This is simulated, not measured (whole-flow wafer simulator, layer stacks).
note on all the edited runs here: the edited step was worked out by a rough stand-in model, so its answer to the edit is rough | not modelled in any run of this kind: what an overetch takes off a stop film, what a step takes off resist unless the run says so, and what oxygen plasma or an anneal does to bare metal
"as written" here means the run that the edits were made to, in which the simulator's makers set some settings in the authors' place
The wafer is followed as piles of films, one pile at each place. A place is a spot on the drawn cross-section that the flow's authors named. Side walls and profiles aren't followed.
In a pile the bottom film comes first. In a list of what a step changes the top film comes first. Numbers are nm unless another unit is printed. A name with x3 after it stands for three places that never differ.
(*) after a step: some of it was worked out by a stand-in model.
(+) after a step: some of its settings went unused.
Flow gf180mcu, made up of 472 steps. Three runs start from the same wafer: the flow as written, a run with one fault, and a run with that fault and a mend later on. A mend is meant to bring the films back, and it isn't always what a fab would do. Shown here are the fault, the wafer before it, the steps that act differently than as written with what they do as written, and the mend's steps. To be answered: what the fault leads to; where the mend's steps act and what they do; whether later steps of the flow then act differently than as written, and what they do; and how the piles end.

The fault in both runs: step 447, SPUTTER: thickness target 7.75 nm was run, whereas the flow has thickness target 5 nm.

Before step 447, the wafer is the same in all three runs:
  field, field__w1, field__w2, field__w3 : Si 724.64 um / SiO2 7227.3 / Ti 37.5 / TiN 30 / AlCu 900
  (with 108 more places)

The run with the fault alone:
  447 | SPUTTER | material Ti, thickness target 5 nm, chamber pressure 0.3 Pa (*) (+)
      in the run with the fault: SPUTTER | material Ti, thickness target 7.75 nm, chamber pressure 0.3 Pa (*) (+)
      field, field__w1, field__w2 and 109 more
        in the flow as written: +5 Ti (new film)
        in the run with the fault: +7.75 Ti (new film)
  Steps further on in the flow that do not act as written (5 more steps, not shown, differ only slightly: by at most 2% or 0.5 nm, whichever is larger):
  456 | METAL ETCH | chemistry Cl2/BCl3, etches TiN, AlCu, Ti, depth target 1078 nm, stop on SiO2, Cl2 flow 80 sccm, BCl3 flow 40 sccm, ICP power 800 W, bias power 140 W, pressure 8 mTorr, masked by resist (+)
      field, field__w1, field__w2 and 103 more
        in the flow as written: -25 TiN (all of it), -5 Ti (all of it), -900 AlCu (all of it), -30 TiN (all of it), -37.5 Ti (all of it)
        in the run with the fault: -25 TiN (all of it), -7.75 Ti (all of it), -900 AlCu (all of it), -30 TiN (all of it), -37.5 Ti (all of it)
  By the end, the piles at field__w8, contact, m1, m1__w1, pad, m1_nw depart from the flow's by more than 2% or 0.5 nm, whichever is larger.
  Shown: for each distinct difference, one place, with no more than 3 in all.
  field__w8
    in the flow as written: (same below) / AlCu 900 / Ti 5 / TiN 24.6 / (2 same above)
    in the run with the fault: (same below) / AlCu 900 / Ti 7.75 / TiN 24.6 / (2 same above)
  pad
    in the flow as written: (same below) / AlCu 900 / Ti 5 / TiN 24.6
    in the run with the fault: (same below) / AlCu 900 / Ti 7.75 / TiN 24.6

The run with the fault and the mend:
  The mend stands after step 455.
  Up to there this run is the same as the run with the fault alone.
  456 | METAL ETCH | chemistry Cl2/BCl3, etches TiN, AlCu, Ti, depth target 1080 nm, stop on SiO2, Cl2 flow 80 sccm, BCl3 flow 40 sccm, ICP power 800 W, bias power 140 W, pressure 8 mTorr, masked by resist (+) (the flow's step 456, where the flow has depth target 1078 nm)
      field, field__w1, field__w2 and 103 more
        -25 TiN (all of it), -7.75 Ti (all of it), -900 AlCu (all of it), -30 TiN (all of it), -37.5 Ti (all of it)
      field__w8, contact, m1, m1__w1, pad, m1_nw
        -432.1 resist
  None of the later steps of the flow differs from how it acts as written, at any place that is followed, by more than 2% or 0.5 nm, whichever is larger.
  By the end, the piles at field__w8, contact, m1, m1__w1, pad, m1_nw depart from the flow's by more than 2% or 0.5 nm, whichever is larger.
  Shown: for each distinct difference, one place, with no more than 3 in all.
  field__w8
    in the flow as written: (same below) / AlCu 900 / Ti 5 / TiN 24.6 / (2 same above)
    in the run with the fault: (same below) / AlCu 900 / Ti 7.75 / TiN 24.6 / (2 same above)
    in the run with the mend: (same below) / AlCu 900 / Ti 7.75 / TiN 24.6 / (2 same above)
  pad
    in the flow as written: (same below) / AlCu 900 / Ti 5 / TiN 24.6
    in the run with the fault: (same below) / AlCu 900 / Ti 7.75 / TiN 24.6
    in the run with the mend: (same below) / AlCu 900 / Ti 7.75 / TiN 24.6
